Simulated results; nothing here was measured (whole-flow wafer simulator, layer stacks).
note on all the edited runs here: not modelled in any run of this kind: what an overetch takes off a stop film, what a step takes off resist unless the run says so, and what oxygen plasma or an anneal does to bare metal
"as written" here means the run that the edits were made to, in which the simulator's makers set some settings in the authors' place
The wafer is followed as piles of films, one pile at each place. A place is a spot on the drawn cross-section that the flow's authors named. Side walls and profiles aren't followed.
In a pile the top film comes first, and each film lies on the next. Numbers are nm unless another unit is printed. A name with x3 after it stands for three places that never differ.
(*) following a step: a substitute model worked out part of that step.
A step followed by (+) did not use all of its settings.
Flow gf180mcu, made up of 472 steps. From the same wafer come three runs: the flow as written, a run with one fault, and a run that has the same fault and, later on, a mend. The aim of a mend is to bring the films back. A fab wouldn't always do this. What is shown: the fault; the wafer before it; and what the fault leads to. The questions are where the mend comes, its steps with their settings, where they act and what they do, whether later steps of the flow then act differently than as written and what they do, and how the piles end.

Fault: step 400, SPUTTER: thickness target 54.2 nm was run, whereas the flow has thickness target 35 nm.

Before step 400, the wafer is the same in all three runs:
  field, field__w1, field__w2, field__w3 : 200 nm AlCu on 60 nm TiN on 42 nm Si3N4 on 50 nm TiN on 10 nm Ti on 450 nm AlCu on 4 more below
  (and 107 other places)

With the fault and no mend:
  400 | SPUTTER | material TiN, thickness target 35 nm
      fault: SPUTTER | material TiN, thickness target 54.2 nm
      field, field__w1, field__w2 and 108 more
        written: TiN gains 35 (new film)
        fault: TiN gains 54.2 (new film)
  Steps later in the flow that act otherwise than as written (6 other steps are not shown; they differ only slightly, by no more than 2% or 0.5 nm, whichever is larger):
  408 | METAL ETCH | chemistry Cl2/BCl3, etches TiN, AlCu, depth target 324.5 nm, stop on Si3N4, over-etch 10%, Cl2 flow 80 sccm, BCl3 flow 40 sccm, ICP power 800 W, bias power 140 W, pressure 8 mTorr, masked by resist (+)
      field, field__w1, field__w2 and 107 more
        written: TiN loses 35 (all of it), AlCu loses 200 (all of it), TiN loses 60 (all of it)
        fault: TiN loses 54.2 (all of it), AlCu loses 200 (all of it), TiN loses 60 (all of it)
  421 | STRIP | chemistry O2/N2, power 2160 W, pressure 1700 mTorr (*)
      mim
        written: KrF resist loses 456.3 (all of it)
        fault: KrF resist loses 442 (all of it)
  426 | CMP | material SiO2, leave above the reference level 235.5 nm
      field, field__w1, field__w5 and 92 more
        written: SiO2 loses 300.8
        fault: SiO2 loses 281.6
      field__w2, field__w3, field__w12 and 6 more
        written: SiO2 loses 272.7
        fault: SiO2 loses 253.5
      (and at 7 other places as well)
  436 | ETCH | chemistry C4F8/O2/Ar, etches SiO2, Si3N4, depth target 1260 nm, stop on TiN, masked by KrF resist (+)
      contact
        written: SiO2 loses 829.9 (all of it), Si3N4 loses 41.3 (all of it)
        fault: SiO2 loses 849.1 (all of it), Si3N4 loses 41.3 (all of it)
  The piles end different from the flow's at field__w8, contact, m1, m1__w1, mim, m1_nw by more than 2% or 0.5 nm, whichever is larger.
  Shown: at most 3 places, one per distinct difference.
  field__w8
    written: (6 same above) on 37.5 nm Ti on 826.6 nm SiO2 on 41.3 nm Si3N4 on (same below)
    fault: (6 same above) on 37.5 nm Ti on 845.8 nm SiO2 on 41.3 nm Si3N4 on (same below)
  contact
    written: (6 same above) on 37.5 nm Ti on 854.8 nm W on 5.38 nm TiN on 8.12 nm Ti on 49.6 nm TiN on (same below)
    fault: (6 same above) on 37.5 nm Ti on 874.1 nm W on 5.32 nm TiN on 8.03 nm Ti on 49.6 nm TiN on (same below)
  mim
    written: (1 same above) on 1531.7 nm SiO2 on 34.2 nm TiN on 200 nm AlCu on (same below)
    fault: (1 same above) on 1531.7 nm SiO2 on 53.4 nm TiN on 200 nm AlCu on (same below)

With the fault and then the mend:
  The mend follows step 407.
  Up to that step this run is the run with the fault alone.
  408 | METAL ETCH | chemistry Cl2/BCl3, etches TiN, AlCu, depth target 343.7 nm, stop on Si3N4, over-etch 10%, Cl2 flow 80 sccm, BCl3 flow 40 sccm, ICP power 800 W, bias power 140 W, pressure 8 mTorr, masked by resist (+) (the flow's step 408; as written it has depth target 324.5 nm)
      field, field__w1, field__w2 and 107 more
        TiN loses 54.2 (all of it), AlCu loses 200 (all of it), TiN loses 60 (all of it)
      mim
        resist loses 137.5
  Steps later in the flow that act otherwise than as written (7 other steps are not shown; they differ only slightly, by no more than 2% or 0.5 nm, whichever is larger):
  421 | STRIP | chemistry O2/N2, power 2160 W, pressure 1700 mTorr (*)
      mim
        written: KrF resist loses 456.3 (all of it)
        mend: KrF resist loses 442 (all of it)
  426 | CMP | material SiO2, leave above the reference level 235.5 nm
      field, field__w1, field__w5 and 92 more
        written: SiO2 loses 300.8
        mend: SiO2 loses 281.6
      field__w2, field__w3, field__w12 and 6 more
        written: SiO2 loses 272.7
        mend: SiO2 loses 253.5
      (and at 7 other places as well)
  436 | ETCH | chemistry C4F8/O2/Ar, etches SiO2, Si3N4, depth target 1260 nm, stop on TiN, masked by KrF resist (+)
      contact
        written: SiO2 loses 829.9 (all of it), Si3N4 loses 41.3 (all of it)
        mend: SiO2 loses 849.1 (all of it), Si3N4 loses 41.3 (all of it)
  The piles end different from the flow's at field__w8, contact, m1, m1__w1, mim, m1_nw by more than 2% or 0.5 nm, whichever is larger.
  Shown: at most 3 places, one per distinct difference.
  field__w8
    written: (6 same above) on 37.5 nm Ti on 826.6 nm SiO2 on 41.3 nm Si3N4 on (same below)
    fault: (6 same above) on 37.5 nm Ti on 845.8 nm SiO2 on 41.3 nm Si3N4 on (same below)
    mend: (6 same above) on 37.5 nm Ti on 845.8 nm SiO2 on 41.3 nm Si3N4 on (same below)
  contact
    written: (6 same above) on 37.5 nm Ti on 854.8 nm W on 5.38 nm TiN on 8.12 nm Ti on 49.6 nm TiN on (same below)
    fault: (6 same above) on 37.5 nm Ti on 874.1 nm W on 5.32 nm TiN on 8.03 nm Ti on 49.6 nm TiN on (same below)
    mend: (6 same above) on 37.5 nm Ti on 874.1 nm W on 5.32 nm TiN on 8.03 nm Ti on 49.6 nm TiN on (same below)
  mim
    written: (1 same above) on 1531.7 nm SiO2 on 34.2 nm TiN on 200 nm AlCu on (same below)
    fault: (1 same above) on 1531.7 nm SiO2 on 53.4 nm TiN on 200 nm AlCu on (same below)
    mend: (1 same above) on 1531.7 nm SiO2 on 53.4 nm TiN on 200 nm AlCu on (same below)
